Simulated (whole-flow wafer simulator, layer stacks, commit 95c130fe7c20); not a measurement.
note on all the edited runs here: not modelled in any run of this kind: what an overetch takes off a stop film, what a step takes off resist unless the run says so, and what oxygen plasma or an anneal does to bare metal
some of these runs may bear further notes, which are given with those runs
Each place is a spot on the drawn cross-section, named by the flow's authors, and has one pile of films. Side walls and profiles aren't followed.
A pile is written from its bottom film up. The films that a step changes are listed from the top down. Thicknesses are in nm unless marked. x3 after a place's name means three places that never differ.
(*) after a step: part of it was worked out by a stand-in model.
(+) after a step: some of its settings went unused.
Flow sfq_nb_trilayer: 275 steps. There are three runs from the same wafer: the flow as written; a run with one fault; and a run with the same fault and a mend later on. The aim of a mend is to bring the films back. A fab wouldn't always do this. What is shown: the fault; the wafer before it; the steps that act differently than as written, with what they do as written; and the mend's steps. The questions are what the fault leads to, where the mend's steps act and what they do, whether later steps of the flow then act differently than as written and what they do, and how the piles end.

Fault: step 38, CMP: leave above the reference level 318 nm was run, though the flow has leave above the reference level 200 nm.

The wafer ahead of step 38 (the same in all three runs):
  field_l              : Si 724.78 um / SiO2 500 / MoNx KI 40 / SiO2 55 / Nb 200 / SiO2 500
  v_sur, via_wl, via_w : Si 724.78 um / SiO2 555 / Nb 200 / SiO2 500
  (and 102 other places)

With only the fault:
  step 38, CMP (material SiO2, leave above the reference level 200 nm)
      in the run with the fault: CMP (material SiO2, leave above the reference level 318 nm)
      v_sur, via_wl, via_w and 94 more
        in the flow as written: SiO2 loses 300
        in the run with the fault: SiO2 loses 182
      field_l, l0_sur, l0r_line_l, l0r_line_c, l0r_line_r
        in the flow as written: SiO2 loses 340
        in the run with the fault: SiO2 loses 222
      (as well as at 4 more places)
  Steps further on in the flow that do not act as written (not shown: 4 more steps that differ only slightly, by at most 2% or 0.5 nm, whichever is larger):
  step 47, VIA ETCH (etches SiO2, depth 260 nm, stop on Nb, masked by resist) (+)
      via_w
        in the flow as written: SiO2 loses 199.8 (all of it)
        in the run with the fault: SiO2 loses 260
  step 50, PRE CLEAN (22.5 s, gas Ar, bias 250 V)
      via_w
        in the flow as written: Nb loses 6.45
        in the run with the fault: SiO2 loses 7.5
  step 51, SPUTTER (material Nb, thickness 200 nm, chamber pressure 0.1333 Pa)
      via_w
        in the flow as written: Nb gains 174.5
        in the run with the fault: Nb gains 163.1 (new film)
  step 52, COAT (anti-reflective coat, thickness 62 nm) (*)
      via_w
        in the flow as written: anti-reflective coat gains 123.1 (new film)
        in the run with the fault: anti-reflective coat gains 136.1 (new film)
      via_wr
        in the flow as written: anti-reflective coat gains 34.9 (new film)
        in the run with the fault: anti-reflective coat gains 33.2 (new film)
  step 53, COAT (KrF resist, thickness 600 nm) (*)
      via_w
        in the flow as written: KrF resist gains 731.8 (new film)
        in the run with the fault: KrF resist gains 781.6 (new film)
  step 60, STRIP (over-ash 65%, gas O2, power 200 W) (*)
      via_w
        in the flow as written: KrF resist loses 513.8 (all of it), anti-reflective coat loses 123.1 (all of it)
        in the run with the fault: KrF resist loses 563.6 (all of it), anti-reflective coat loses 136.1 (all of it)
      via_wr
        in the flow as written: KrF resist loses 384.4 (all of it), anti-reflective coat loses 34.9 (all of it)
        in the run with the fault: KrF resist loses 378.6 (all of it), anti-reflective coat loses 33.2 (all of it)
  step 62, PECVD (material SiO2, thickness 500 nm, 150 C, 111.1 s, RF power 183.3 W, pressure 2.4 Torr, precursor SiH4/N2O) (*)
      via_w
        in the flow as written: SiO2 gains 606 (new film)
        in the run with the fault: SiO2 gains 678.7 (new film)
  The piles end different from the flow's at field_l, v_sur, via_wl and 103 more by more than 2% or 0.5 nm, whichever is larger.
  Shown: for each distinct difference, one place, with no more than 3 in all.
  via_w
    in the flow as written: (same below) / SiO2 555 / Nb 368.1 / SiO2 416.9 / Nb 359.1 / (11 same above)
    in the run with the fault: (same below) / SiO2 555 / Nb 200 / SiO2 50.3 / Nb 163.1 / SiO2 489.6 / Nb 359.1 / (11 same above)
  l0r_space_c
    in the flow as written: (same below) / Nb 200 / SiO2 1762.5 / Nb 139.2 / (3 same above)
    in the run with the fault: (same below) / Nb 200 / SiO2 1880.5 / Nb 139.2 / (3 same above)
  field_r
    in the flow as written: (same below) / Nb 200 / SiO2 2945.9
    in the run with the fault: (same below) / Nb 200 / SiO2 3063.9

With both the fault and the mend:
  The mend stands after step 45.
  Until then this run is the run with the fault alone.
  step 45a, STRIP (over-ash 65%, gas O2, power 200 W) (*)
      field_l, v_sur, via_wl and 102 more
        KrF resist loses 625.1 (all of it), anti-reflective coat loses 62 (all of it)
      via_w
        anti-reflective coat loses 62 (all of it)
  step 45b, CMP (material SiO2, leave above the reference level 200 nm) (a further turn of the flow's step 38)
      field_l, v_sur, via_wl and 103 more
        SiO2 loses 118
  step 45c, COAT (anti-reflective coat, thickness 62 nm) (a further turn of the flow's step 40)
      field_l, v_sur, via_wl and 103 more
        anti-reflective coat gains 62 (new film)
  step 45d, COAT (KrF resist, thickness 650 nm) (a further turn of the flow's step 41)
      field_l, v_sur, via_wl and 103 more
        KrF resist gains 650 (new film)
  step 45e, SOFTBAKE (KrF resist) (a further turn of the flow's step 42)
      does not change any film at any place that is followed
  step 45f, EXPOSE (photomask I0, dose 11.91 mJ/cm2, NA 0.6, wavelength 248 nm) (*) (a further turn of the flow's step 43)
      does not change any film at any place that is followed
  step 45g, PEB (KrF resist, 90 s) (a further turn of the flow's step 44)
      field_l, v_sur, via_wl and 103 more
        KrF resist loses 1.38
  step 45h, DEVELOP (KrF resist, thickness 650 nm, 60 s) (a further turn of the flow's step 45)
      field_l, v_sur, via_wl and 102 more
        KrF resist loses 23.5
      via_w
        KrF resist loses 648.6 (all of it)
  None of the later steps of the flow acts differently than as written at any place that is followed.
  At every place that both follow, the piles at the end match the flow's.
